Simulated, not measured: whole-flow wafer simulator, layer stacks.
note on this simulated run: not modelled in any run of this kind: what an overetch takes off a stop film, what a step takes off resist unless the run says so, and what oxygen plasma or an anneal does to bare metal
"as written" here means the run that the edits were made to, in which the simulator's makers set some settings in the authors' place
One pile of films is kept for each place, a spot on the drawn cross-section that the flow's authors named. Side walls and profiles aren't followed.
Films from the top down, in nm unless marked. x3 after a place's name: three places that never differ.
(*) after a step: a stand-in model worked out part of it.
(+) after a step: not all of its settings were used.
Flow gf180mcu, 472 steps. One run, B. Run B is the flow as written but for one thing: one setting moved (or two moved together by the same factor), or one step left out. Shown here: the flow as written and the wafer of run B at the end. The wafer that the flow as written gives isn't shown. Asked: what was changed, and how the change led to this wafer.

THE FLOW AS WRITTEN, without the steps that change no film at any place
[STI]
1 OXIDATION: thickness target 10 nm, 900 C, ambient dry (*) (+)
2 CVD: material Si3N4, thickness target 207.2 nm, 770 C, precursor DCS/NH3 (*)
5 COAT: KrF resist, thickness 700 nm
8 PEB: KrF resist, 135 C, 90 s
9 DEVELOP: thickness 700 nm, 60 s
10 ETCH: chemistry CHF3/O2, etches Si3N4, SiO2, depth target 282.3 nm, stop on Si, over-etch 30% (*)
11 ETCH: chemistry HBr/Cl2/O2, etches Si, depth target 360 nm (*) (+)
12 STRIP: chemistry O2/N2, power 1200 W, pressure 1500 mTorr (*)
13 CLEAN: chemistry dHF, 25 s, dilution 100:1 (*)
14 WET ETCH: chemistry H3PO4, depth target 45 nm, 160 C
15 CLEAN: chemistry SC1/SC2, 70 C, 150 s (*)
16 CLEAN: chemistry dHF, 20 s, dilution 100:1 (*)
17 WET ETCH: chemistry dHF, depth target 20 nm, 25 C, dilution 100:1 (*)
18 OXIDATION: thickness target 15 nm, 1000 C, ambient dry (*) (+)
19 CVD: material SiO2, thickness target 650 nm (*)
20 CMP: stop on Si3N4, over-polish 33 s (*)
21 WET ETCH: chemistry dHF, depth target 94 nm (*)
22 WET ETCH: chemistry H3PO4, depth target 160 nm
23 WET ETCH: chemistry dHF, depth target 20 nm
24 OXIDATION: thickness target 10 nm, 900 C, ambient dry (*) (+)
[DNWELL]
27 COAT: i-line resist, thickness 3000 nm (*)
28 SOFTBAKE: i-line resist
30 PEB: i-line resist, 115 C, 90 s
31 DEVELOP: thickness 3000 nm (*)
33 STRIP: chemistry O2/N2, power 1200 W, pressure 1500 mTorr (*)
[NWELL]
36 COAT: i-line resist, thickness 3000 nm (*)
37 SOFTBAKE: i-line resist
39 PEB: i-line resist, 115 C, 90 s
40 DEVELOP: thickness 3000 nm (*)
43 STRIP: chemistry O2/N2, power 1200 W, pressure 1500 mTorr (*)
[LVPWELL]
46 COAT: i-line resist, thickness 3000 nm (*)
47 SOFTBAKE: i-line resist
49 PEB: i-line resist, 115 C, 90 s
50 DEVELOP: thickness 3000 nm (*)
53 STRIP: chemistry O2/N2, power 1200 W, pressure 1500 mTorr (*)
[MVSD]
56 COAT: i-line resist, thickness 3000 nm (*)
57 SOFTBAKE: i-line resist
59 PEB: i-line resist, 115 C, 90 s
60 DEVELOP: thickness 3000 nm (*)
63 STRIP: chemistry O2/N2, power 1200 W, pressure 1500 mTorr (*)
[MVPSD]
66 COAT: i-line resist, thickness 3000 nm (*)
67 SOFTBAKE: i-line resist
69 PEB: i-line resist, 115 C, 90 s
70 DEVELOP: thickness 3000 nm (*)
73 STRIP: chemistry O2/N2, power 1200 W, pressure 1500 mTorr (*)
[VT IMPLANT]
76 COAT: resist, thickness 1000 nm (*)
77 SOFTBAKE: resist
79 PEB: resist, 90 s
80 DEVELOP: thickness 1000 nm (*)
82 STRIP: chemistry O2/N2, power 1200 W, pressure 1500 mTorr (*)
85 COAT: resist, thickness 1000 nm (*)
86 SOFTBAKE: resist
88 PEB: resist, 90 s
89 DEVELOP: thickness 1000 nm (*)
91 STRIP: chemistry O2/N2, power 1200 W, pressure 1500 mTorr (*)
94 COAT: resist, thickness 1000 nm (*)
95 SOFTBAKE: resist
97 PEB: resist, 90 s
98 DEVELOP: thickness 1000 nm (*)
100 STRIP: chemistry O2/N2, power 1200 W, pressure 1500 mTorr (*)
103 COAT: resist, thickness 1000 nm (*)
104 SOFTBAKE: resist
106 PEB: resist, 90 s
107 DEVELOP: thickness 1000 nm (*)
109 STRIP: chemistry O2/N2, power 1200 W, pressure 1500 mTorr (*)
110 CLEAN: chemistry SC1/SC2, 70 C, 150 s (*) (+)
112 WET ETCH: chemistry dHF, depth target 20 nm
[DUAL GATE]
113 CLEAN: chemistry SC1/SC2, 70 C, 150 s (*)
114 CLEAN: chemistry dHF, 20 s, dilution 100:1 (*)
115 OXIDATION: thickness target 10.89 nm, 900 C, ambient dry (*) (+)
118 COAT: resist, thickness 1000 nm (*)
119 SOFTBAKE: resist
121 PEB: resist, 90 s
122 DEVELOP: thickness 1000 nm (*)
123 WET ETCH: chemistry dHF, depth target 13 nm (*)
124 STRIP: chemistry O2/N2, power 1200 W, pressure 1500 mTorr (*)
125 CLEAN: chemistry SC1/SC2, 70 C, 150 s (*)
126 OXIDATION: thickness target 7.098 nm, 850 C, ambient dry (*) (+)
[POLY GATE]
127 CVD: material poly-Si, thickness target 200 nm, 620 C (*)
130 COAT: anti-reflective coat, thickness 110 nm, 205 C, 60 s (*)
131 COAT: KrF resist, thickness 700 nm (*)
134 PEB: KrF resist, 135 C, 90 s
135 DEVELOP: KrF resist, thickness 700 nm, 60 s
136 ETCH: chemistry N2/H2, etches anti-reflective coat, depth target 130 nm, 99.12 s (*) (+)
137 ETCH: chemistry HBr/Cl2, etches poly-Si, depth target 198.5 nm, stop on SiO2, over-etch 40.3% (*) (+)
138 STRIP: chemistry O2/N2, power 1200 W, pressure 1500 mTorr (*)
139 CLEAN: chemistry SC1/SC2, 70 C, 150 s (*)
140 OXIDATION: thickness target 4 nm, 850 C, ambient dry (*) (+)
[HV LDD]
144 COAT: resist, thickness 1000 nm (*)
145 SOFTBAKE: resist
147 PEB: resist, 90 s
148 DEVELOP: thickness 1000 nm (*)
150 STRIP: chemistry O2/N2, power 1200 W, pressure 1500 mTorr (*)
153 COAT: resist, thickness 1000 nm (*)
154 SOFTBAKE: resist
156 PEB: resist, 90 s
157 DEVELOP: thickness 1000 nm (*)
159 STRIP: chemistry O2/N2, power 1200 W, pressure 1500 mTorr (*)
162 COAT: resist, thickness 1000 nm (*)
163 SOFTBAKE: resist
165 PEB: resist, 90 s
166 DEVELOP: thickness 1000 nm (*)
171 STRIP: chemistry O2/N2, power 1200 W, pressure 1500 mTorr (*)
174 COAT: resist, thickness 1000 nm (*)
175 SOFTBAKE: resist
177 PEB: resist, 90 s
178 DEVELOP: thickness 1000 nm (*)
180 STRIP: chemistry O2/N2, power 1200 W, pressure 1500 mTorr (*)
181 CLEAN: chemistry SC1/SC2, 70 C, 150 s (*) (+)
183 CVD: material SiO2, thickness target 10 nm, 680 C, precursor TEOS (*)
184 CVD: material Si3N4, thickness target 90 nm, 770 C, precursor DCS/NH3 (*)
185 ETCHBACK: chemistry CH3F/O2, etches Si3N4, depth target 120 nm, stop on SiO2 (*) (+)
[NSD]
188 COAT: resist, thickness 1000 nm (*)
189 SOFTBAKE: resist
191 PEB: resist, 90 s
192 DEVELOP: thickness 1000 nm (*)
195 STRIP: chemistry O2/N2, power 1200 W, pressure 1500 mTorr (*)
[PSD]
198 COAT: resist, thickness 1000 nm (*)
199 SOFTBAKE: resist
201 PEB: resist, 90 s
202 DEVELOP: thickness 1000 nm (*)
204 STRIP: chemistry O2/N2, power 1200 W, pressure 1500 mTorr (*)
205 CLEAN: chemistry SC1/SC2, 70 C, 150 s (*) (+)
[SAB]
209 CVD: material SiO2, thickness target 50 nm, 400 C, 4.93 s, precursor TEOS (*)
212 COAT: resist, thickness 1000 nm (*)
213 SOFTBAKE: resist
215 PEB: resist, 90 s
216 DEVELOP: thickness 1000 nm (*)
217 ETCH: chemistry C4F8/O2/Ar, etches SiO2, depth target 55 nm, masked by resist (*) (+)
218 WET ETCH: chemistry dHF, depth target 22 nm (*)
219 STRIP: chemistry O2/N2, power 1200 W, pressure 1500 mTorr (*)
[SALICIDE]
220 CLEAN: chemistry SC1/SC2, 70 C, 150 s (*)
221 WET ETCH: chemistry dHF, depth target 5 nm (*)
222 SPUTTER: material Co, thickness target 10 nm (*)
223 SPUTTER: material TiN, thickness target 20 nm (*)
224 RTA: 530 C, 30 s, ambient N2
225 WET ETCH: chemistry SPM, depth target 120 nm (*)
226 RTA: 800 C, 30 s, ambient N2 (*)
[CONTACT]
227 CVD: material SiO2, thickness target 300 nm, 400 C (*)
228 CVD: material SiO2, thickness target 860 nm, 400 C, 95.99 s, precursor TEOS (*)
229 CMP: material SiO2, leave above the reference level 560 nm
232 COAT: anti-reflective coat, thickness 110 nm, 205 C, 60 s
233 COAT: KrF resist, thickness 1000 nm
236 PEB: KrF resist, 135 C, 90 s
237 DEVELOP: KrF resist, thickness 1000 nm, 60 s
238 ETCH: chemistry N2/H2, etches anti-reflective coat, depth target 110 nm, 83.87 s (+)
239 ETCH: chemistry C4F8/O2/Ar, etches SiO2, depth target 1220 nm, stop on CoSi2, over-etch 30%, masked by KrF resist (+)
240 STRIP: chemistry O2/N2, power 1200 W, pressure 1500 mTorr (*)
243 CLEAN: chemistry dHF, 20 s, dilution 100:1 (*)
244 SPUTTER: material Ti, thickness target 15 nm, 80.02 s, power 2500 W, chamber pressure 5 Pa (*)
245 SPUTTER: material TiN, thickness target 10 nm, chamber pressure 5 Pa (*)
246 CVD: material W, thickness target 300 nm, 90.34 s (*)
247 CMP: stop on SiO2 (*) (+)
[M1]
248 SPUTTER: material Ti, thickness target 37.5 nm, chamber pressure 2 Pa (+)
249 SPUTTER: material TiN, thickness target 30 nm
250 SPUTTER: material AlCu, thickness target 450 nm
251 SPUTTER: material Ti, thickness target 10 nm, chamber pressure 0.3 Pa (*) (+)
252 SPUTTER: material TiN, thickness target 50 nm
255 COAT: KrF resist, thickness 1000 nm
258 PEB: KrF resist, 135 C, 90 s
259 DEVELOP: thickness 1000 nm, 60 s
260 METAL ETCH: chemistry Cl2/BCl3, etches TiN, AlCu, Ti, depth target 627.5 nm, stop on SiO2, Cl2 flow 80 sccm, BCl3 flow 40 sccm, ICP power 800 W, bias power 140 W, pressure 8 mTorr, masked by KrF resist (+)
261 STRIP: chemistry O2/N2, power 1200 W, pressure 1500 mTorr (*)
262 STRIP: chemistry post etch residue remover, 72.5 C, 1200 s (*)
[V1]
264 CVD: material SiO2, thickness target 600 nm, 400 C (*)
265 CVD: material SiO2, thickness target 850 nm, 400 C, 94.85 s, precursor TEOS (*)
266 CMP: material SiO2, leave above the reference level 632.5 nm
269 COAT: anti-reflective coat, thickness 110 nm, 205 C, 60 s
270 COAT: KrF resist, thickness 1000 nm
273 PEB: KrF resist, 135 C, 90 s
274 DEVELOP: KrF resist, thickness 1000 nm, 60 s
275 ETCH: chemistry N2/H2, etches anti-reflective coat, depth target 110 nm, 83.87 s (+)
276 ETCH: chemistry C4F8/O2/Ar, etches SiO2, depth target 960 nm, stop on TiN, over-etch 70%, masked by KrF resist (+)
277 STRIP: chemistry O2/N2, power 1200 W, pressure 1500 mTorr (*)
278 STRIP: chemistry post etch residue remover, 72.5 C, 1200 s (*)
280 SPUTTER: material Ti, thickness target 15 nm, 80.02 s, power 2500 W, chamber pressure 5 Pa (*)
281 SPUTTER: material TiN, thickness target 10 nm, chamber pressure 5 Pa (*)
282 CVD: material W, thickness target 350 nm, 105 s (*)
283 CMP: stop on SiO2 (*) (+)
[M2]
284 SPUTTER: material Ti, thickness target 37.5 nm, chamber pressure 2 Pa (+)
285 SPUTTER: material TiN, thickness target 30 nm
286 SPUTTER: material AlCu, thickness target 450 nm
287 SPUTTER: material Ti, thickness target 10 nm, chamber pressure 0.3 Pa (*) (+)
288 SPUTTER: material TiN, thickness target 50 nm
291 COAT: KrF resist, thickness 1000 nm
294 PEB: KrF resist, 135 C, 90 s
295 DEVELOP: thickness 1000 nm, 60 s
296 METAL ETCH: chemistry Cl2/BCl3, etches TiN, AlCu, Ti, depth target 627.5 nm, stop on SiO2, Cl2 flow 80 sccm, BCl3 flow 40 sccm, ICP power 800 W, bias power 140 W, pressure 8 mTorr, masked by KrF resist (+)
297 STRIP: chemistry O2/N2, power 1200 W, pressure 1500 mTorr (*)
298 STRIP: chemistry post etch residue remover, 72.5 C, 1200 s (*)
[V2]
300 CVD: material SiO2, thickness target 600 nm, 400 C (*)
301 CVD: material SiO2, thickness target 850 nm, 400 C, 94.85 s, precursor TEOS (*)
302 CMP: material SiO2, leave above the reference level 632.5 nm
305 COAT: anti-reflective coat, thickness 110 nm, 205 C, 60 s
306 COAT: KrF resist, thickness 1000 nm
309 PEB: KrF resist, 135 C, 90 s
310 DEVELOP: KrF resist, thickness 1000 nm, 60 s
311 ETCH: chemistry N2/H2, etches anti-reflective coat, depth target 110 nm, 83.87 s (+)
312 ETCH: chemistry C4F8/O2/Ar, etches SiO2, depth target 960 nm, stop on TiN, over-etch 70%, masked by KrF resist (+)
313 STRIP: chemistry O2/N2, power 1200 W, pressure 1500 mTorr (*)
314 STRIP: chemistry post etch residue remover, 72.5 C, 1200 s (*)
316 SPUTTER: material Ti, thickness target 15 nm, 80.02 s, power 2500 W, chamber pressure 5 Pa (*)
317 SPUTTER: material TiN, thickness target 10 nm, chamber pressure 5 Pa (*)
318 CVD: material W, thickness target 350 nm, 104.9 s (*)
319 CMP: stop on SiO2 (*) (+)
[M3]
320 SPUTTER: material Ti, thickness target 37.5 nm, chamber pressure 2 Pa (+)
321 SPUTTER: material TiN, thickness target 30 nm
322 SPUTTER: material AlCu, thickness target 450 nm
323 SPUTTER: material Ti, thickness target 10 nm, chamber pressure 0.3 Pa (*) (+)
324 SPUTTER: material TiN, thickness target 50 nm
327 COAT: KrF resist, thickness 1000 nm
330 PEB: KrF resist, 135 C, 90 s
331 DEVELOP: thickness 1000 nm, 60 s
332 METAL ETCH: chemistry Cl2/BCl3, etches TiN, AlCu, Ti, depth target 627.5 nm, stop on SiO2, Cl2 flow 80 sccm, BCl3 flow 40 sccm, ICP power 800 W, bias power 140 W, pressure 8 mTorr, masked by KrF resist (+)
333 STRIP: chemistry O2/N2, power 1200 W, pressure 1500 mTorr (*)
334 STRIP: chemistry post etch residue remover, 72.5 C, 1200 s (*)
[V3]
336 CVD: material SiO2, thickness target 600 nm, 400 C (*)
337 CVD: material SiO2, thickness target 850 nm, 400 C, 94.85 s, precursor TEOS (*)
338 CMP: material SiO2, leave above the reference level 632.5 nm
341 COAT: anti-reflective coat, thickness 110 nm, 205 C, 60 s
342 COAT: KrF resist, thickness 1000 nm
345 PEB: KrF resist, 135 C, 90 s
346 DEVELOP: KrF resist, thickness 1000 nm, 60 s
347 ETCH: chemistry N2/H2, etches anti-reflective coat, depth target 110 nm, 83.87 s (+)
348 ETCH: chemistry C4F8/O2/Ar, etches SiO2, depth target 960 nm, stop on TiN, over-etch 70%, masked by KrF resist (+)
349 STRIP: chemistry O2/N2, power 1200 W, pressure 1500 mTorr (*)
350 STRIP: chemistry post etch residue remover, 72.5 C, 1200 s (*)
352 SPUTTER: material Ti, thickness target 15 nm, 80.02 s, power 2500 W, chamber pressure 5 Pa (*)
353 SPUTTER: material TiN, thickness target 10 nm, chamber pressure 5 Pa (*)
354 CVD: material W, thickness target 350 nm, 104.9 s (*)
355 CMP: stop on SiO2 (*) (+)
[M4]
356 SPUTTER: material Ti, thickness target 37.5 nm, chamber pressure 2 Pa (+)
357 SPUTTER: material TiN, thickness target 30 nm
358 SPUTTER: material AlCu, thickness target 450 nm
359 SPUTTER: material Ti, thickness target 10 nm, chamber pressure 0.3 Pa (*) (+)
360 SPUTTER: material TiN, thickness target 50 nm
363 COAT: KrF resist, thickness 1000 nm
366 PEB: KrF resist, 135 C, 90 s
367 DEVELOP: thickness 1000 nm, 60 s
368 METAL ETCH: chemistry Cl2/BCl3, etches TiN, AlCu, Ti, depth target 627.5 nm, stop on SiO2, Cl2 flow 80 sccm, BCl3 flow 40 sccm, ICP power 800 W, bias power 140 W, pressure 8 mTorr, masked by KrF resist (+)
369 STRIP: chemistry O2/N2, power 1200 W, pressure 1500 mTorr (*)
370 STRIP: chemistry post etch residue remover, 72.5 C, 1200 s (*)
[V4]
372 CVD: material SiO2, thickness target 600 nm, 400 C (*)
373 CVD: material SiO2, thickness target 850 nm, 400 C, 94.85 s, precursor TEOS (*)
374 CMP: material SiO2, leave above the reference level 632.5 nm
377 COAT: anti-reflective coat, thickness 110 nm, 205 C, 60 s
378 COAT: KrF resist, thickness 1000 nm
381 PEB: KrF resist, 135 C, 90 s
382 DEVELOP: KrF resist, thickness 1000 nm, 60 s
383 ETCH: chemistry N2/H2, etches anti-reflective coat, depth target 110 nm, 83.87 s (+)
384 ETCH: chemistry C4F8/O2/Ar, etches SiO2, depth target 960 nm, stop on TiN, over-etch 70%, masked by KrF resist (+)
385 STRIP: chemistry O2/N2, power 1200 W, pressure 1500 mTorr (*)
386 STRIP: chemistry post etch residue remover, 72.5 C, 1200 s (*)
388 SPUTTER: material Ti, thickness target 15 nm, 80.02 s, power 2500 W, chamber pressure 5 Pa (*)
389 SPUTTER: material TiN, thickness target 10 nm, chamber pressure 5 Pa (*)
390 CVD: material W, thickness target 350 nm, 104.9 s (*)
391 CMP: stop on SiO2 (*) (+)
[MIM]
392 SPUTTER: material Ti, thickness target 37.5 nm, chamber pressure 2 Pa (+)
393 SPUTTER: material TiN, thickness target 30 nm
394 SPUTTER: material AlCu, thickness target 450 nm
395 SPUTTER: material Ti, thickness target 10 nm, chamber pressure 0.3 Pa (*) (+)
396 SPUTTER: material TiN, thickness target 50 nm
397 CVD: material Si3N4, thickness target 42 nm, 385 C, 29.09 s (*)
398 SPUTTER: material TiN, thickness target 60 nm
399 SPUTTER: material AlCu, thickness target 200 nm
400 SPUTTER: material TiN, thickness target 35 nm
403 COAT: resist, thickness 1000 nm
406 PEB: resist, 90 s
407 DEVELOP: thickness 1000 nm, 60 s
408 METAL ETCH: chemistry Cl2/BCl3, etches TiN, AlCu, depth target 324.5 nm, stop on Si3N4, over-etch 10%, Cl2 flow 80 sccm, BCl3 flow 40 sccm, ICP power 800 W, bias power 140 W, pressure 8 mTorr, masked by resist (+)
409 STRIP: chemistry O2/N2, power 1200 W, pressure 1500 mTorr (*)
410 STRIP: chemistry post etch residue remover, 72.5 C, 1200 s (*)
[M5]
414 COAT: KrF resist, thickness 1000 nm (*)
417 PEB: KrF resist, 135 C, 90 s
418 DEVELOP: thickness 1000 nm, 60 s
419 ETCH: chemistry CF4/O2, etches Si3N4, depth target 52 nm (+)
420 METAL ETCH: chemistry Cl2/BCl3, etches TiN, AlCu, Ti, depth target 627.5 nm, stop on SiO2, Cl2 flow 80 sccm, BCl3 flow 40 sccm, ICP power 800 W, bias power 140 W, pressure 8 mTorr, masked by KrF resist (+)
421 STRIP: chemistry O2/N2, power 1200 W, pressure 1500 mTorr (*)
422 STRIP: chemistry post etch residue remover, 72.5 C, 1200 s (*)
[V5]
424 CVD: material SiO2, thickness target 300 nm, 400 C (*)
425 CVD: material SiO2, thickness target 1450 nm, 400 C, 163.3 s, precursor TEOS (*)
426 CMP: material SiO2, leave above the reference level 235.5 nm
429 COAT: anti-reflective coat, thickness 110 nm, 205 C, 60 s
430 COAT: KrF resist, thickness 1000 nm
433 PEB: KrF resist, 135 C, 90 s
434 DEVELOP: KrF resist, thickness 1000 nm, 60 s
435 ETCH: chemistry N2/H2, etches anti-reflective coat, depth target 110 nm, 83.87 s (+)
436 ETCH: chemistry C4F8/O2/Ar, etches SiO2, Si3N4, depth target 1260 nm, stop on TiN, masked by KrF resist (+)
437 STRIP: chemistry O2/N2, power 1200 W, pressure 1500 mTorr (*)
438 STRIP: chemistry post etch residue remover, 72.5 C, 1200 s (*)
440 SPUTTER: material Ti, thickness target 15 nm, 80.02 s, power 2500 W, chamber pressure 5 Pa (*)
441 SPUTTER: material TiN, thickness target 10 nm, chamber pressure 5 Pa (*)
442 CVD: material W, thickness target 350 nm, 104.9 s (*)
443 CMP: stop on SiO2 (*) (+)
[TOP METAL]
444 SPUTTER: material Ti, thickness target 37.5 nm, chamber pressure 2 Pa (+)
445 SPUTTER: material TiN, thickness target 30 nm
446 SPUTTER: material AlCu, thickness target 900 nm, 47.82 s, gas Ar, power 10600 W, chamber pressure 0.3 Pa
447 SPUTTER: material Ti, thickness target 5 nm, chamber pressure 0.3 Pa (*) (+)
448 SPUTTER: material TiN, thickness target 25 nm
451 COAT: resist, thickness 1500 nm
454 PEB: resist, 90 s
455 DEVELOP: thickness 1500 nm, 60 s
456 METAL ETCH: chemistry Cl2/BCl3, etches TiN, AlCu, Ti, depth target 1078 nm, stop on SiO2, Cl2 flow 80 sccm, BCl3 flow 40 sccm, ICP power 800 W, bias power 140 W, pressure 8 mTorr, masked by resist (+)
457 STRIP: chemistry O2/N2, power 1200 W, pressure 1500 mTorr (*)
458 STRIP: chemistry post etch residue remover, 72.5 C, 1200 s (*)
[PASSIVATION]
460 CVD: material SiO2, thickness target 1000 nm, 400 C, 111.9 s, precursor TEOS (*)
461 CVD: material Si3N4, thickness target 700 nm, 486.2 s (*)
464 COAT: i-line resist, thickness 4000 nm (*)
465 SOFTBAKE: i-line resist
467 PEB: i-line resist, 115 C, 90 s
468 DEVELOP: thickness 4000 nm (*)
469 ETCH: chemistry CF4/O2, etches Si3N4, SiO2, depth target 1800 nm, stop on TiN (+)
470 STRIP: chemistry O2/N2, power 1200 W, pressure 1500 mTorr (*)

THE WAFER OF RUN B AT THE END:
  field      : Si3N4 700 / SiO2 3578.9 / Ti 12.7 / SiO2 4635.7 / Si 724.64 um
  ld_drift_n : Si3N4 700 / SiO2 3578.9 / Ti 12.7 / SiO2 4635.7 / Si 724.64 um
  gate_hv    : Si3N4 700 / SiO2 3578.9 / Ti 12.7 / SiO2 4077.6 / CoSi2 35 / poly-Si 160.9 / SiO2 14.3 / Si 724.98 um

The cause: step 368, METAL ETCH: depth target 564.8 nm was run, where the flow has depth target 627.5 nm.

How the change led to this, step by step:
  368 METAL ETCH: chemistry Cl2/BCl3, etches TiN, AlCu, Ti, depth target 627.5 nm, stop on SiO2, Cl2 flow 80 sccm, BCl3 flow 40 sccm, ICP power 800 W, bias power 140 W, pressure 8 mTorr, masked by KrF resist (+)
      field, field__w1, field__w2 and 103 more: TiN -50 (all of it), Ti -10 (all of it), AlCu -450 (all of it), TiN -30 (all of it), Ti -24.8 (as written it would be: TiN -50 (all of it), Ti -10 (all of it), AlCu -450 (all of it), TiN -30 (all of it), Ti -37.5 (all of it))
      field__w8, contact, m1, m1__w1, m1_nw: KrF resist -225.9 (as written it would be: KrF resist -251)
  369 STRIP: chemistry O2/N2, power 1200 W, pressure 1500 mTorr (*)
      field__w8, contact, m1, m1__w1, m1_nw: KrF resist -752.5 (all of it) (as written it would be: KrF resist -727.4 (all of it))
  372 CVD: material SiO2, thickness target 600 nm, 400 C (*)
      field, field__w1, field__w2 and 103 more: SiO2 +600 (new film) (as written it would be: SiO2 +600)
  374 CMP: material SiO2, leave above the reference level 632.5 nm
      field, field__w1, field__w2 and 103 more: SiO2 -312.7 (as written it would be: SiO2 -300)
Counting metal films that touch as one body, field has 1 body; the flow as written gives 0 bodies.
Counting metal films that touch as one body, ld_drift_n has 1 body; the flow as written gives 0 bodies.
Counting metal films that touch as one body, gate_hv has 2 bodies (between them, from the top down: SiO2 4077.6); the flow as written gives 1 body.
